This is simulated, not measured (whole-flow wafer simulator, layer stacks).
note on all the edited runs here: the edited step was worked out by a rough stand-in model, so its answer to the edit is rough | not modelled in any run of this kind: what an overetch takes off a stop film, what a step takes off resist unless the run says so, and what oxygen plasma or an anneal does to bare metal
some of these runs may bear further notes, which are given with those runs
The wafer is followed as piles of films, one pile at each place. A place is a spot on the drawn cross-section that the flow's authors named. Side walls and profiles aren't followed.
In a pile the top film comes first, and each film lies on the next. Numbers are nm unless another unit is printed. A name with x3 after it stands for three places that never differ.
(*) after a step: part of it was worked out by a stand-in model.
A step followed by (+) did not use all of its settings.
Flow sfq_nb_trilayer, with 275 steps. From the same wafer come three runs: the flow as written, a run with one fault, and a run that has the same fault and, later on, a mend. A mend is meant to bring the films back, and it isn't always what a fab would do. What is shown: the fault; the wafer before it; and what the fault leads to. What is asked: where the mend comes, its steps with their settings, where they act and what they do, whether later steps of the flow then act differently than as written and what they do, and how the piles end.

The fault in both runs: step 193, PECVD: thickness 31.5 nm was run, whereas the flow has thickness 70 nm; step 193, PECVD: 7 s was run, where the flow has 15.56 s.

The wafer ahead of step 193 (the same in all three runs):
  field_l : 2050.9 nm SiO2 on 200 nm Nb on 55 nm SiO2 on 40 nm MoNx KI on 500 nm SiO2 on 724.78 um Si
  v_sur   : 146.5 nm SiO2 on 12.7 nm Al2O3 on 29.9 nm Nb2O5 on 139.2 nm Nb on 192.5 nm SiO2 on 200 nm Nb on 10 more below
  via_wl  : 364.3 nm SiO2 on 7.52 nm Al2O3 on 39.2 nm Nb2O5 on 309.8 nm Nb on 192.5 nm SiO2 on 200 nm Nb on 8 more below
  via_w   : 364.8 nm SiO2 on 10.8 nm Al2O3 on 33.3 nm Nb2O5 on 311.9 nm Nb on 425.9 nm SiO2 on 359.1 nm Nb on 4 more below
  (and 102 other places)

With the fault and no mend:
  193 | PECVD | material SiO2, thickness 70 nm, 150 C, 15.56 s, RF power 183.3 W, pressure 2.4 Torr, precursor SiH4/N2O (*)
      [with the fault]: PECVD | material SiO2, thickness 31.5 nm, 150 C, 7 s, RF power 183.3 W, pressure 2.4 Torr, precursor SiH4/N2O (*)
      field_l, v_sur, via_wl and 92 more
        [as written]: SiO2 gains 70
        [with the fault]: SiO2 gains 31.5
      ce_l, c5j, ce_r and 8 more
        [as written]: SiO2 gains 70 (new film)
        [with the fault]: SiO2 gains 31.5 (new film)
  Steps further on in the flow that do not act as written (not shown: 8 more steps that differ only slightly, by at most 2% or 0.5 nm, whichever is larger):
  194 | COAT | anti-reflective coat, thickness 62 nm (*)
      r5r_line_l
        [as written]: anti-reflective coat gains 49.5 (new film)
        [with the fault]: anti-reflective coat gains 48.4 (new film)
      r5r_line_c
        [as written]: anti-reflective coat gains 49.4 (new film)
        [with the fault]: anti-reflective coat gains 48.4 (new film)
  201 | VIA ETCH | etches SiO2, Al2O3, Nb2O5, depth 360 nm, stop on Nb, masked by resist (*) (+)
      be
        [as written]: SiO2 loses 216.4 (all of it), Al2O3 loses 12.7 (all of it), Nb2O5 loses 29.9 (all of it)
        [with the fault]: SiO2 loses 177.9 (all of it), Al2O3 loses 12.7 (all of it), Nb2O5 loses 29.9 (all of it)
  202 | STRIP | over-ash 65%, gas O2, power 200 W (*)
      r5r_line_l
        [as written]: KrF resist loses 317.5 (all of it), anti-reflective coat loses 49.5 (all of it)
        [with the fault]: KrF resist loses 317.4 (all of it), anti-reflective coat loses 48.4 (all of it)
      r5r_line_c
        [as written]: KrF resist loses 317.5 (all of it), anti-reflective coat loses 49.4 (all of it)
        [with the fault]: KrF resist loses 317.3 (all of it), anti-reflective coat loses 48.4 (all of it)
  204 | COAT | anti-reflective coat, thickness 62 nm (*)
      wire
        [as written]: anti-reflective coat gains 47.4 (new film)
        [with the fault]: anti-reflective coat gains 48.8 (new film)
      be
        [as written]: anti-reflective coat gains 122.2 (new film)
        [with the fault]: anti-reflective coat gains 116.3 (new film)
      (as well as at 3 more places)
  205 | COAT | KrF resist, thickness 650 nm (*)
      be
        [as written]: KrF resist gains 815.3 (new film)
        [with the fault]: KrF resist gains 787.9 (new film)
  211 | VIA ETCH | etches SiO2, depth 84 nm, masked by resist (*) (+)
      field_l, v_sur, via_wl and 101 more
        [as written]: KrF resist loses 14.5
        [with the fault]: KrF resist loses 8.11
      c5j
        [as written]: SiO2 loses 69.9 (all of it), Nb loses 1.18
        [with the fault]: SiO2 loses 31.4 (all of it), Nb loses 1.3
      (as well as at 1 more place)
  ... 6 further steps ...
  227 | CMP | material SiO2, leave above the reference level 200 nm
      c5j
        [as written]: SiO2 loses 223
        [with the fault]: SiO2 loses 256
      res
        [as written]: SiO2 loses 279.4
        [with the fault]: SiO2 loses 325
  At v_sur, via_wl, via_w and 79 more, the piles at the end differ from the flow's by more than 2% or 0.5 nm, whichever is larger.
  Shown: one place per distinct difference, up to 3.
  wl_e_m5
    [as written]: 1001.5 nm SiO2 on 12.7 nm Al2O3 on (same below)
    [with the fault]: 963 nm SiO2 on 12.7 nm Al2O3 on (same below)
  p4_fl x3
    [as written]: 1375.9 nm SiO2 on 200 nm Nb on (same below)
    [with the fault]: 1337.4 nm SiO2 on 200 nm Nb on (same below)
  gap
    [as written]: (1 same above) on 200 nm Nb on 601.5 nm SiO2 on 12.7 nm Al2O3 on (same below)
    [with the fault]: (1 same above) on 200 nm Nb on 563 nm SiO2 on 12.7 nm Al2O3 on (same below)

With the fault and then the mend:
  The mend stands after step 199.
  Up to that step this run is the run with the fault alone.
  199a | STRIP | over-ash 65%, gas O2, power 200 W (*)
      p4_fl x3, p4_w1 x9, p4_g1 x2 and 33 more
        KrF resist loses 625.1 (all of it), anti-reflective coat loses 62 (all of it)
      wl_b_m5, wl_b_sr, wl_c_sl and 12 more
        KrF resist loses 625 (all of it), anti-reflective coat loses 62 (all of it)
      v_sur, via_wl, via_w
        KrF resist loses 625.7 (all of it), anti-reflective coat loses 62.2 (all of it)
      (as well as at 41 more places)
  199b | PECVD | material SiO2, thickness 38.5 nm, 150 C, 8.556 s, RF power 183.3 W, pressure 2.4 Torr, precursor SiH4/N2O (*) (a further turn of the flow's step 193, with different settings)
      field_l, v_sur, via_wl and 103 more
        SiO2 gains 38.5
  199c | COAT | anti-reflective coat, thickness 62 nm (*) (a further turn of the flow's step 194)
      p4_fl x3, p4_w1 x9, p4_g1 x2 and 50 more
        anti-reflective coat gains 62 (new film)
      via_wr, via_sp, via_v, wire, lsp_r, l0_sur, l0v
        anti-reflective coat gains 62.3 (new film)
      be, be_sur, gap, lsp_m, ln_m6
        anti-reflective coat gains 62.4 (new film)
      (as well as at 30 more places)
  199d | COAT | KrF resist, thickness 650 nm (*) (a further turn of the flow's step 195)
      p4_fl x3, p4_w1 x9, p4_g1 x2 and 33 more
        KrF resist gains 650 (new film)
      wl_b_m5, wl_b_sr, wl_c_sl and 12 more
        KrF resist gains 649.9 (new film)
      v_sur, via_wl, via_w
        KrF resist gains 650.6 (new film)
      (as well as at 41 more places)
  199e | SOFTBAKE | KrF resist (a further turn of the flow's step 196)
      leaves every film unchanged at each place that is followed
  199f | EXPOSE | photomask I5, dose 12.41 mJ/cm2, NA 0.6, wavelength 248 nm (*) (a further turn of the flow's step 197)
      leaves every film unchanged at each place that is followed
  199g | PEB | KrF resist, 90 s (a further turn of the flow's step 198)
      field_l, v_sur, via_wl and 87 more
        KrF resist loses 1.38
      jj_sur, ce_l, sp_r, moat, field_r, wl_jj
        KrF resist loses 1.39
      be_r, r_sur, res, r_end
        KrF resist loses 1.33
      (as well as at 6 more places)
  199h | DEVELOP | KrF resist, thickness 650 nm, 60 s (a further turn of the flow's step 199)
      field_l, v_sur, via_wl and 102 more
        KrF resist loses 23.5
      be
        KrF resist loses 649.8 (all of it)
  Every later step of the flow that is run acts as written, at every place that is followed, to within 2% or 0.5 nm, whichever is larger.
  By the end, the piles equal the flow's at every place that both follow.
